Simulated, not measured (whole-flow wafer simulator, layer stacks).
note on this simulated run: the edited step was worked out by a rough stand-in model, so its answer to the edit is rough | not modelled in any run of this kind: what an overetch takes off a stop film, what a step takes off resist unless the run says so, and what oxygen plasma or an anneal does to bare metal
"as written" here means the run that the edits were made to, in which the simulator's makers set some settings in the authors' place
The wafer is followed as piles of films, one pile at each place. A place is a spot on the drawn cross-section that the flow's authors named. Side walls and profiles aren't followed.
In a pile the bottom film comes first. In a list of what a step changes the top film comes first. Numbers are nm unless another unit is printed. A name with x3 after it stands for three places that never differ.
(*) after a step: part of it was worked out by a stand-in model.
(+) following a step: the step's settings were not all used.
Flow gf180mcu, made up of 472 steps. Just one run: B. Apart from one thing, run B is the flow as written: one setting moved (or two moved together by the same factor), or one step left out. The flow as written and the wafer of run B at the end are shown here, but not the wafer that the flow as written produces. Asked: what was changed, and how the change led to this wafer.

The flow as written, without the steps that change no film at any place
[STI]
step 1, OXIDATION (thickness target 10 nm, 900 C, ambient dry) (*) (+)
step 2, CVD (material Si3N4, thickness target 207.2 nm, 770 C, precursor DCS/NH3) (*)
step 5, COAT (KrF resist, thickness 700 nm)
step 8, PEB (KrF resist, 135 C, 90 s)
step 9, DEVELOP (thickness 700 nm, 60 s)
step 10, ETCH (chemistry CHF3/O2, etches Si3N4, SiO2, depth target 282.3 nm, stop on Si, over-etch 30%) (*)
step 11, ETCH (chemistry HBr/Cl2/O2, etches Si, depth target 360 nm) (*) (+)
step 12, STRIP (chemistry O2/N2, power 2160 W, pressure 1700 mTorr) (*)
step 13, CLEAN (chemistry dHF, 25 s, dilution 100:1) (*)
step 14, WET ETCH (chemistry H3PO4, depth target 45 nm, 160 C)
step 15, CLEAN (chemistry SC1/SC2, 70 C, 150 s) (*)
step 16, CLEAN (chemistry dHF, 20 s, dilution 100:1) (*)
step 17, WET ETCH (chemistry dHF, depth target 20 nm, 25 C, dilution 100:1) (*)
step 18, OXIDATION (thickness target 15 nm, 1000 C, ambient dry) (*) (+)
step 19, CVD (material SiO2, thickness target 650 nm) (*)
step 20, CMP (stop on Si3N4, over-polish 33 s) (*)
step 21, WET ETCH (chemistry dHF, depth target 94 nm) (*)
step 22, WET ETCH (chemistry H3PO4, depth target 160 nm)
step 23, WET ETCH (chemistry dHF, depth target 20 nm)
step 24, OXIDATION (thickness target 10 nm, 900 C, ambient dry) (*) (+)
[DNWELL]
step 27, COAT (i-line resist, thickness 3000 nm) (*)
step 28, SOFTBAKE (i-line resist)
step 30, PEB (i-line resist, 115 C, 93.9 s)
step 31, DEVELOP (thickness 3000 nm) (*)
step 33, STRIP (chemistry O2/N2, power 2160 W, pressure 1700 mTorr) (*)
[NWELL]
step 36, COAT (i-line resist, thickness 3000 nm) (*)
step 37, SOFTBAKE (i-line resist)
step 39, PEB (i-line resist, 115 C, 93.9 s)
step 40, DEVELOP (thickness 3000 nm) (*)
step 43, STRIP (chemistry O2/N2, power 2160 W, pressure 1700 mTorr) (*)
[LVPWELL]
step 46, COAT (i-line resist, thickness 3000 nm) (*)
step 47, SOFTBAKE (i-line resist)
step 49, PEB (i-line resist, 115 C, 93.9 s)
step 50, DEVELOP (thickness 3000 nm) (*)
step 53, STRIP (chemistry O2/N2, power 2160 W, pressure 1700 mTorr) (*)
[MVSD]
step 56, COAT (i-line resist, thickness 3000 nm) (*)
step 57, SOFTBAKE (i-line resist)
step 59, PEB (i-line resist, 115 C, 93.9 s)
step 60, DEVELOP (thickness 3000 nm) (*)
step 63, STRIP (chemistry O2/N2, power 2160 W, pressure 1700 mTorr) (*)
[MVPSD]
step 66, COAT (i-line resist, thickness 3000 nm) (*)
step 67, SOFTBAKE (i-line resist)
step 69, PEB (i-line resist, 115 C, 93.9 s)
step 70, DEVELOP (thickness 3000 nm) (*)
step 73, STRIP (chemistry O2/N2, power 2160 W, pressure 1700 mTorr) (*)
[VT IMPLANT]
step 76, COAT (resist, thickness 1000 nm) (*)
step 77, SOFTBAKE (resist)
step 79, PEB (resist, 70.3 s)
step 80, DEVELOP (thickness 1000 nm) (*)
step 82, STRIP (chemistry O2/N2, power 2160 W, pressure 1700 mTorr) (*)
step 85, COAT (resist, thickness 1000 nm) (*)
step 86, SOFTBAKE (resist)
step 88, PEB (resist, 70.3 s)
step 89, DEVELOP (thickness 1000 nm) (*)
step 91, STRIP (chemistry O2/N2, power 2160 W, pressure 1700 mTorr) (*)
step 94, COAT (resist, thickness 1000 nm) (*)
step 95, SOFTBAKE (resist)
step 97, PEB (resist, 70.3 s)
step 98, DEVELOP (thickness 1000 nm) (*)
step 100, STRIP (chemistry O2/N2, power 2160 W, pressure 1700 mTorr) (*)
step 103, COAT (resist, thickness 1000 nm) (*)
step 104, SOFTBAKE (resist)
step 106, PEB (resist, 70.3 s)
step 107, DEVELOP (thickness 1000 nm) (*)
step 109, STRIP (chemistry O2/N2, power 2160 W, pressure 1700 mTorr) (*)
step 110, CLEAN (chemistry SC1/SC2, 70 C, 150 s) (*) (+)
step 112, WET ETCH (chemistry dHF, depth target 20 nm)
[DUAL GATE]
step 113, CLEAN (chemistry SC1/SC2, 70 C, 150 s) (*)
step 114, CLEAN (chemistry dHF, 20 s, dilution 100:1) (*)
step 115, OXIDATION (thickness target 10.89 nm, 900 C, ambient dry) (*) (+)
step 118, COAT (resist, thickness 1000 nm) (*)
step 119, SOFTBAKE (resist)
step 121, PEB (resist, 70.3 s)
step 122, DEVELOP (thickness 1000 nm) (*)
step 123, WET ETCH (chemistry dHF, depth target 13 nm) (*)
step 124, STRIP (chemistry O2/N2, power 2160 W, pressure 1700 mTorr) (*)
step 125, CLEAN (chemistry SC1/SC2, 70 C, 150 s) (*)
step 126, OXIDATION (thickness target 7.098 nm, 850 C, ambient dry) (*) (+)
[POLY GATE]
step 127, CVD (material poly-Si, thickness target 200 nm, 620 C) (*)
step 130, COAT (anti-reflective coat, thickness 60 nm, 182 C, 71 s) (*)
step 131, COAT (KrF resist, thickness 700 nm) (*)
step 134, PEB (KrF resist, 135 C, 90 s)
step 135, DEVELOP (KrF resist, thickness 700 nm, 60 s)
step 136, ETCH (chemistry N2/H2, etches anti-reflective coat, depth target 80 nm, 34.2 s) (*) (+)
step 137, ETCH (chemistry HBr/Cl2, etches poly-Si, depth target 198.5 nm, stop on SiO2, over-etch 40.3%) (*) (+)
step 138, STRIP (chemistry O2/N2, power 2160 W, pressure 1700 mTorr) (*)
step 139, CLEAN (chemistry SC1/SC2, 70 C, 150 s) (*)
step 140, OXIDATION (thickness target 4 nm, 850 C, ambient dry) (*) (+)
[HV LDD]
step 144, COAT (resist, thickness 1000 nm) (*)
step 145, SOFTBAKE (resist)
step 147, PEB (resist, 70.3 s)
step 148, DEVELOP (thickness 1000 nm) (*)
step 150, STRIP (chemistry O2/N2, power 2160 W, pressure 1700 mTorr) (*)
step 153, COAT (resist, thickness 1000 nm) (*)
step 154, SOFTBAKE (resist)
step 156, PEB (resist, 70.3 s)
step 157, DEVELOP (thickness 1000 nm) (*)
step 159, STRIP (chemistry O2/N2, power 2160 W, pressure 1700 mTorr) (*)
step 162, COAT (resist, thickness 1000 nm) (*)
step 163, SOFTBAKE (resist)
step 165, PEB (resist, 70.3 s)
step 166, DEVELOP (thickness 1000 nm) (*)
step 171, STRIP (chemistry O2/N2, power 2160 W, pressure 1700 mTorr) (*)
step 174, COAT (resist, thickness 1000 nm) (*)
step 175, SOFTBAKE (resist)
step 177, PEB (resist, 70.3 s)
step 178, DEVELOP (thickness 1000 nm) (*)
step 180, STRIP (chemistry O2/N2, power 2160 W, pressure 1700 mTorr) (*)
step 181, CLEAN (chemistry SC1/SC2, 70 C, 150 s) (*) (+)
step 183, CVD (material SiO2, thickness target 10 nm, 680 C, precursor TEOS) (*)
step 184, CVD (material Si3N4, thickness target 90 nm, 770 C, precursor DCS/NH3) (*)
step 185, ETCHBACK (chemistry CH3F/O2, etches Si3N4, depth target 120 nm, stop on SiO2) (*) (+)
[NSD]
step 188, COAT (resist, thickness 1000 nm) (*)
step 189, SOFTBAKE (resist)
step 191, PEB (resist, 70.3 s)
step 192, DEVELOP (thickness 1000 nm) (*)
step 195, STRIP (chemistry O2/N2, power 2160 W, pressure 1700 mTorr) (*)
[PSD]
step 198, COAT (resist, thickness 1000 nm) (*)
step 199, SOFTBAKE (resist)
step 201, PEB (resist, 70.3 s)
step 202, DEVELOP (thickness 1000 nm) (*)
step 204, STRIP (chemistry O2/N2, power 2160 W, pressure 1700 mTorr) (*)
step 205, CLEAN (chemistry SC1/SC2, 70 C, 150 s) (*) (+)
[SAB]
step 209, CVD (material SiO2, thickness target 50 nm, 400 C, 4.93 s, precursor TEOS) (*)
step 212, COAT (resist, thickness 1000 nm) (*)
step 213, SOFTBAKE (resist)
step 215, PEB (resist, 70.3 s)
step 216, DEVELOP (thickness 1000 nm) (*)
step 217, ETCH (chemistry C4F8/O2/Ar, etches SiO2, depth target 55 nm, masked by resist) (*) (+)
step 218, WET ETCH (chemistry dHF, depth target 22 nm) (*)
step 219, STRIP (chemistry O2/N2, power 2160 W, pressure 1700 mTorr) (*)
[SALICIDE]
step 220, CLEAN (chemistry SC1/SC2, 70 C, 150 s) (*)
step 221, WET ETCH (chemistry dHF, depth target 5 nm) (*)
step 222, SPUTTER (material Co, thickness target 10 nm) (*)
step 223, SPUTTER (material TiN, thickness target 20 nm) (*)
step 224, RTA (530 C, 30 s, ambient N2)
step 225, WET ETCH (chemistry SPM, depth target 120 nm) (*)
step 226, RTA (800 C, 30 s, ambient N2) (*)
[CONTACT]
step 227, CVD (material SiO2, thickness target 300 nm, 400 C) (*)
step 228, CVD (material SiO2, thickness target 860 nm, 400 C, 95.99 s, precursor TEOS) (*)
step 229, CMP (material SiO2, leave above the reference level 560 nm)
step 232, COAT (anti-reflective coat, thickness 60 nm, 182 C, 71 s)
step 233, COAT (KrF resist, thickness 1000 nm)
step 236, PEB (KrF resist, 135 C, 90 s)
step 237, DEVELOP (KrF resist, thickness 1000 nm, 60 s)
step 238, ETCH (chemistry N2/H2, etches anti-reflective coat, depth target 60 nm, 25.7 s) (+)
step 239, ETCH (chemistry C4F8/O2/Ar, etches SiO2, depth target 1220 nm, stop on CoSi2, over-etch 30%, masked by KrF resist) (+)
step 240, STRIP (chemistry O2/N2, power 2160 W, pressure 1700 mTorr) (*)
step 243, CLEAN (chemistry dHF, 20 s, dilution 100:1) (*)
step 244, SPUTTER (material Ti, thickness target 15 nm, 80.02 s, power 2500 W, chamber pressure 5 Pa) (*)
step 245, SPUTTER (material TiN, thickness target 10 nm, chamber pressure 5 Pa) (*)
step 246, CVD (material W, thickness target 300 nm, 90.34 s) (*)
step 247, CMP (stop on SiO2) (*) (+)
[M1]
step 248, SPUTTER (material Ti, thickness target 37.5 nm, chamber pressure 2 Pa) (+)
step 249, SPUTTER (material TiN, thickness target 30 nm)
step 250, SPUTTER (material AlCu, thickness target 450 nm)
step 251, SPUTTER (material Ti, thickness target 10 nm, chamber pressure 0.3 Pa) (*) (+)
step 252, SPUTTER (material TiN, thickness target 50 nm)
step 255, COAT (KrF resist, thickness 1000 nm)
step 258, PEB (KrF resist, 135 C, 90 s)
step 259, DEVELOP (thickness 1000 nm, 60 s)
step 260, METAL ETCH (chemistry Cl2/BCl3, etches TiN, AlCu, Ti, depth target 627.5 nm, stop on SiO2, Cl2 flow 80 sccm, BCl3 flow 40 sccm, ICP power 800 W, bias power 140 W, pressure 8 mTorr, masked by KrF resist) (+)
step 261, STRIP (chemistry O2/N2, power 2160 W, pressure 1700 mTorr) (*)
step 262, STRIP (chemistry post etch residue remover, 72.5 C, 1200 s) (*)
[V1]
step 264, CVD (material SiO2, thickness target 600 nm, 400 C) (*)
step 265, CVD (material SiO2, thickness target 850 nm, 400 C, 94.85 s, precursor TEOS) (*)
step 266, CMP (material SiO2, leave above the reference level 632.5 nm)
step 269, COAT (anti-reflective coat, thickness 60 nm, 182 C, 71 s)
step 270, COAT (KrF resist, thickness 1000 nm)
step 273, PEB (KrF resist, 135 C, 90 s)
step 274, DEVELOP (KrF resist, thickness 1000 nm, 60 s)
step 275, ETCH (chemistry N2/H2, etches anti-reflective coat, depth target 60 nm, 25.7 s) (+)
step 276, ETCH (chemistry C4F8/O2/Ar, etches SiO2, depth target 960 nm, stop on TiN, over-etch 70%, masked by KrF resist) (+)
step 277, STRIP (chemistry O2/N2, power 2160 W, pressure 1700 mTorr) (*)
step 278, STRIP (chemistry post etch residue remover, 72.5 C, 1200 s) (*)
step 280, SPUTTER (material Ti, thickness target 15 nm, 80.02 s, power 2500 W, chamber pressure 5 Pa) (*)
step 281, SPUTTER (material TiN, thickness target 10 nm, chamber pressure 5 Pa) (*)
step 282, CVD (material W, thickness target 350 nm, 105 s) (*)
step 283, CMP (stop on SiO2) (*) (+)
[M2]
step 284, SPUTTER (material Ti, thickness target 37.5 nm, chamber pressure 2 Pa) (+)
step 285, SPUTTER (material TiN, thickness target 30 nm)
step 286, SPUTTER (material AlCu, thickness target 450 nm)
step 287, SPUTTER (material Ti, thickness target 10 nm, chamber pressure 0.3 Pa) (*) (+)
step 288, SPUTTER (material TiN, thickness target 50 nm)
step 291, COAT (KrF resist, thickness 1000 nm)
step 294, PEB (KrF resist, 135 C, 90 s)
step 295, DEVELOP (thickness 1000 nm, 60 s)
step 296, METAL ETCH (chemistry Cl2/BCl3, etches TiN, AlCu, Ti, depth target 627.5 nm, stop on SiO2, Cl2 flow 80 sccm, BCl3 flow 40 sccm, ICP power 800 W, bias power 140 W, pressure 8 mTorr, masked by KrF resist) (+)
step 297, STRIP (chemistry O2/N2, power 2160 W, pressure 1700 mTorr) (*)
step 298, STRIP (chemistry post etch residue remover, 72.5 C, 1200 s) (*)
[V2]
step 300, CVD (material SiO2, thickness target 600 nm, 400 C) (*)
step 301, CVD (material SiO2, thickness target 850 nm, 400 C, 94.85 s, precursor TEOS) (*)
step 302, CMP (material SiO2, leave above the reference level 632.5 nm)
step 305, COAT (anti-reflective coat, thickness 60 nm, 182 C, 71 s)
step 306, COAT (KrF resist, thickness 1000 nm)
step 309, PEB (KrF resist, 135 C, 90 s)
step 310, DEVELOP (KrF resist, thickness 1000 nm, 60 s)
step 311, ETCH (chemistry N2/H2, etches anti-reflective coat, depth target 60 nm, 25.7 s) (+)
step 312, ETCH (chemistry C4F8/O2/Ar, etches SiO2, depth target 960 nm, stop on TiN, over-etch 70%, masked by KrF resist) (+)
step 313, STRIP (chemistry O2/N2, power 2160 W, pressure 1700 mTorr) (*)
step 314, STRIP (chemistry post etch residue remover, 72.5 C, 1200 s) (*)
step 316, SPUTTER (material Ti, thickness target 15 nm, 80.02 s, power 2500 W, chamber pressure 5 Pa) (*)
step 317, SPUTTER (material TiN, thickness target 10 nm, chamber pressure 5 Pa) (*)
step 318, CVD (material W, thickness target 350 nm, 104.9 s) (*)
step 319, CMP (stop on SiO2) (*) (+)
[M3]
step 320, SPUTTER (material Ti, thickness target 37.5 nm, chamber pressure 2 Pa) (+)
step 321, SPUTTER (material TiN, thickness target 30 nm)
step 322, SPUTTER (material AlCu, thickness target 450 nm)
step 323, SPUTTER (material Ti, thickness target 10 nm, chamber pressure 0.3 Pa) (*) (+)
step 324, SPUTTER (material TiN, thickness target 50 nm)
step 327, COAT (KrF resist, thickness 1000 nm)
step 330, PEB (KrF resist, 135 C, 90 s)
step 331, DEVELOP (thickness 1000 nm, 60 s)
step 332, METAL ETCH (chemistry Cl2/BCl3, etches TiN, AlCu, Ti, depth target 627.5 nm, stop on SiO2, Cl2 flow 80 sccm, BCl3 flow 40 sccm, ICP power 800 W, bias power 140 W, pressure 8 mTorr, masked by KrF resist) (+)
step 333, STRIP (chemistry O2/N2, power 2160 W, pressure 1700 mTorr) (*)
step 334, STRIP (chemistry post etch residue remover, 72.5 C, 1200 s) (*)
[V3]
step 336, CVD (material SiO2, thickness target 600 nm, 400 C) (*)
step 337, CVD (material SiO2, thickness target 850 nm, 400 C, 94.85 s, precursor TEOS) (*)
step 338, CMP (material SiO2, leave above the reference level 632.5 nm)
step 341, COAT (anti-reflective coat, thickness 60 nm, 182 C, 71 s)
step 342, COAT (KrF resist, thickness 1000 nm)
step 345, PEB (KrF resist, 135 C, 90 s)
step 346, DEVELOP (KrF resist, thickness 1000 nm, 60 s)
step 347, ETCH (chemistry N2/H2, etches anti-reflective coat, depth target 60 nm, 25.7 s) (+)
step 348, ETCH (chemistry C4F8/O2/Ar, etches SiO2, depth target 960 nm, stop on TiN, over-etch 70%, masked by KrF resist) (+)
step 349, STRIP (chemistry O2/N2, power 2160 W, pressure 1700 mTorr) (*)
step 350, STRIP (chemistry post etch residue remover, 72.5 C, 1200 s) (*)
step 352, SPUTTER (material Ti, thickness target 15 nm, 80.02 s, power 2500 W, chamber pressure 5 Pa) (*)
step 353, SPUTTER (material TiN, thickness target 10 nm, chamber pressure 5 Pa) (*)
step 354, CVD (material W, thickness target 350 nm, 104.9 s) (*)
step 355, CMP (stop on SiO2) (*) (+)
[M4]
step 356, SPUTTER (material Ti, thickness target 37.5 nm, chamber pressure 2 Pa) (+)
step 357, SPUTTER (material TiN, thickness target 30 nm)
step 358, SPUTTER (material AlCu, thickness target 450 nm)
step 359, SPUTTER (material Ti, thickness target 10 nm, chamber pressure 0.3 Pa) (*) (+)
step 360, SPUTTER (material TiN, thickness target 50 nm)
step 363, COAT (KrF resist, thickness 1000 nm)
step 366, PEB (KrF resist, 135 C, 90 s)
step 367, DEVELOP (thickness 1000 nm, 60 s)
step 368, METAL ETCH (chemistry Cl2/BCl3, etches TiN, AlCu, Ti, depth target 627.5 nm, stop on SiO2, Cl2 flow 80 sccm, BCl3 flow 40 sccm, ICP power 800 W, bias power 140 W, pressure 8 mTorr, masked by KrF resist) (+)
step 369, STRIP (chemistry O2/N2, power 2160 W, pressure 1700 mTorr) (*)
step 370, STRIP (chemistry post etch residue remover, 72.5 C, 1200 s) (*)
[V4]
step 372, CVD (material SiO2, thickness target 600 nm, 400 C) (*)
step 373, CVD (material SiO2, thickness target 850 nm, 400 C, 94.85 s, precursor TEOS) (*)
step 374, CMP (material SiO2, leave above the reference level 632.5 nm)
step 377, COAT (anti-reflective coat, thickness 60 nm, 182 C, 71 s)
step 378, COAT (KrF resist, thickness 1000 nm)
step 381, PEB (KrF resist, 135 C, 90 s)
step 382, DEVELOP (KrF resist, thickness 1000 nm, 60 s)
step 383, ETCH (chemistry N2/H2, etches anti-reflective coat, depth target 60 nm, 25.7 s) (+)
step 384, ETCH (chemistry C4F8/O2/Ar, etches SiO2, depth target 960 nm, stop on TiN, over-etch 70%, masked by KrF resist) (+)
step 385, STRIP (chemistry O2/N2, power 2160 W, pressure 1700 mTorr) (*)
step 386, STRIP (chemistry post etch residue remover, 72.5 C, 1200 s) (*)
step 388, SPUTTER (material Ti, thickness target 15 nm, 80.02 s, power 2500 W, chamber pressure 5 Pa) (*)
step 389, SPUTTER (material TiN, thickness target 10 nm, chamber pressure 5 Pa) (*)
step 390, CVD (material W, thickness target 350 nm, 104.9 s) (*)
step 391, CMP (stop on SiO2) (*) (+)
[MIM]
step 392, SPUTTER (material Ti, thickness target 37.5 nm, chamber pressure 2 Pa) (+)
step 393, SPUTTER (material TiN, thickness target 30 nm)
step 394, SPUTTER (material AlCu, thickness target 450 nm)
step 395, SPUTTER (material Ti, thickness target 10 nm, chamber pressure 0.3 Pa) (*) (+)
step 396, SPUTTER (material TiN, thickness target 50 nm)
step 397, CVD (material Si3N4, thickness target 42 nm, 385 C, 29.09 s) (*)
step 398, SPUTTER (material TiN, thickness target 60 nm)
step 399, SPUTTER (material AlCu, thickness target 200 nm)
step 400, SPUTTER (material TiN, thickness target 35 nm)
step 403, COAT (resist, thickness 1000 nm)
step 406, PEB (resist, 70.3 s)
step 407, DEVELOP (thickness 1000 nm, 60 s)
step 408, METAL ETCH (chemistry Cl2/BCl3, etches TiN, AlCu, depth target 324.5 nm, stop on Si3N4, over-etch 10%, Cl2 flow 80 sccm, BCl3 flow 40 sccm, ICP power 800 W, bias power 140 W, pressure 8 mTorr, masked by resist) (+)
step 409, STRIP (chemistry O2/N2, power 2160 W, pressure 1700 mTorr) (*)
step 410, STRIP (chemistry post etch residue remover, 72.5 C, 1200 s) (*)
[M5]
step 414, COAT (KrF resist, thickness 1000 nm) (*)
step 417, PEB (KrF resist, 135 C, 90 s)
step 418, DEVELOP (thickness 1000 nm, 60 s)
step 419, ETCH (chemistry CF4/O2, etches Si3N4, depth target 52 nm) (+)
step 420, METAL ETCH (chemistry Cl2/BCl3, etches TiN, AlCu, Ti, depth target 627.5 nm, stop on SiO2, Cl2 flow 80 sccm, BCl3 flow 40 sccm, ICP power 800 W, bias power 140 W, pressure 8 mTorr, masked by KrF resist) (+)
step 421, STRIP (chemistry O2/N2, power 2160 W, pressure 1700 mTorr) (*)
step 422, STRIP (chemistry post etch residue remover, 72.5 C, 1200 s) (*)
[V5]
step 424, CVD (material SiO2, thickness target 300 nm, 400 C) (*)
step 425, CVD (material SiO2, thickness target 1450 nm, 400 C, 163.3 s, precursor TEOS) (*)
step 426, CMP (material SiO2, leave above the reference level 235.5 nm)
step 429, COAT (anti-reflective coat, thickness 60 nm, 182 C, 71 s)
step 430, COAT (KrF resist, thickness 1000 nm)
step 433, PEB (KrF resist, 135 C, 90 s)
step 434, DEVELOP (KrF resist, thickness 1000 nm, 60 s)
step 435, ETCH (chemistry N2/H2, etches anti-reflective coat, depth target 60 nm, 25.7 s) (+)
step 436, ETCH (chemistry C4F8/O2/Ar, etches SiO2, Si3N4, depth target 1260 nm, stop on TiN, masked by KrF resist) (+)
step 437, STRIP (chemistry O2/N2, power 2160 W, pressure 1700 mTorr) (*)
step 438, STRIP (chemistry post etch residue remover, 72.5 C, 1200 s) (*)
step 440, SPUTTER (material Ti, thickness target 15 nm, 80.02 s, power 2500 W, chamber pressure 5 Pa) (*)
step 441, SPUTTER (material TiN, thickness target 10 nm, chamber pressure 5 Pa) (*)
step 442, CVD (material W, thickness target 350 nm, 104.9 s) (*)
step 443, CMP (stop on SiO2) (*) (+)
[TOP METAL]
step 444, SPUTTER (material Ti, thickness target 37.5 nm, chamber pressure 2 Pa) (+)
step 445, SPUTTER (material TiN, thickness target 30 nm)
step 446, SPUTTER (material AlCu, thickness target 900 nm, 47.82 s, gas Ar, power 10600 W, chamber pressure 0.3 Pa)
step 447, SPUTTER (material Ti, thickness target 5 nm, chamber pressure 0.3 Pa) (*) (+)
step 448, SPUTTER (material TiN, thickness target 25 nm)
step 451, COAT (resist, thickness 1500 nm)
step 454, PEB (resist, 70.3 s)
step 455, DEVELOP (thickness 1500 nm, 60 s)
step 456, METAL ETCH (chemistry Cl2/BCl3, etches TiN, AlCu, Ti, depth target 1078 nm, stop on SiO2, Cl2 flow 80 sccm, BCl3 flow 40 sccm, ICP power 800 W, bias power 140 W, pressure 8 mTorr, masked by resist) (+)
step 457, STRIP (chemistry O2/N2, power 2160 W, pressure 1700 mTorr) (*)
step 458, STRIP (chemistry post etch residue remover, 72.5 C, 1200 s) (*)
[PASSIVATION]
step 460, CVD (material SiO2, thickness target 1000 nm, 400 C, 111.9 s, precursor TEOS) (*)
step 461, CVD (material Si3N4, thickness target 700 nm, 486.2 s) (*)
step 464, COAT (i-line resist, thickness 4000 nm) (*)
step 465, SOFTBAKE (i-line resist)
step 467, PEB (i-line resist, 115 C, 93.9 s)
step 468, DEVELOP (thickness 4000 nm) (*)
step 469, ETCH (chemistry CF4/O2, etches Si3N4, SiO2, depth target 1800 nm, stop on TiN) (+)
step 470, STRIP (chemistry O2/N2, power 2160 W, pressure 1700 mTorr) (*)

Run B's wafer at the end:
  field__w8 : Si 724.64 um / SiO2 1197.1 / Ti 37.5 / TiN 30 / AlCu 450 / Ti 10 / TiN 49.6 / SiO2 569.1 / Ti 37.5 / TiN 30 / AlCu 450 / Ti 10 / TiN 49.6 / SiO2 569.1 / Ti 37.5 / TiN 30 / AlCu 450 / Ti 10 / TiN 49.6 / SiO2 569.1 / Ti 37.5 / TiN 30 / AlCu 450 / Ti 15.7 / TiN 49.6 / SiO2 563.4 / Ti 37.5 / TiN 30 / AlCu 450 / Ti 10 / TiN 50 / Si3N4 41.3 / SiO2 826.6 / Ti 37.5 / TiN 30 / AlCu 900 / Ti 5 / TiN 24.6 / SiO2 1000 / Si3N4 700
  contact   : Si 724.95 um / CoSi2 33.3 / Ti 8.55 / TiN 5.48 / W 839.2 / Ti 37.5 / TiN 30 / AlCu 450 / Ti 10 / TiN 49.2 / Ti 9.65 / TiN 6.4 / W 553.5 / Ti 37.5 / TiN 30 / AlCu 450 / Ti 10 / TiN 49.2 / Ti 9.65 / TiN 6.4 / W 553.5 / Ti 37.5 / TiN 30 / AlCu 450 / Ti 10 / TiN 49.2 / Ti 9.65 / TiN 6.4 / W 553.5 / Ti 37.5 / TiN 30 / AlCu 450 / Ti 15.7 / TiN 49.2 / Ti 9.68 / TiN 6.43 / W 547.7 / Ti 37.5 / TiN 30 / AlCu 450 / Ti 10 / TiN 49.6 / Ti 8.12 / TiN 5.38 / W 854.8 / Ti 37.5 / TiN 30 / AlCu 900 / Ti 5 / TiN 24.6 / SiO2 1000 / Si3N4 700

Cause: step 359, SPUTTER: thickness target 15.7 nm was run, though the flow has thickness target 10 nm.
The wafer lets one read it off: field__w8 has Ti 15.7, and step 359 as written asks for 10 nm.

How this came from the change, step by step:
  step 359, SPUTTER (material Ti, thickness target 10 nm, chamber pressure 0.3 Pa) (*) (+)
      field, field__w1, field__w2 and 108 more: +15.7 Ti (new film) (it would be, as written: +10 Ti (new film))
  step 368, METAL ETCH (chemistry Cl2/BCl3, etches TiN, AlCu, Ti, depth target 627.5 nm, stop on SiO2, Cl2 flow 80 sccm, BCl3 flow 40 sccm, ICP power 800 W, bias power 140 W, pressure 8 mTorr, masked by KrF resist) (+)
      field, field__w1, field__w2 and 103 more: -50 TiN (all of it), -15.7 Ti (all of it), -450 AlCu (all of it), -30 TiN (all of it), -37.5 Ti (all of it) (it would be, as written: -50 TiN (all of it), -10 Ti (all of it), -450 AlCu (all of it), -30 TiN (all of it), -37.5 Ti (all of it))
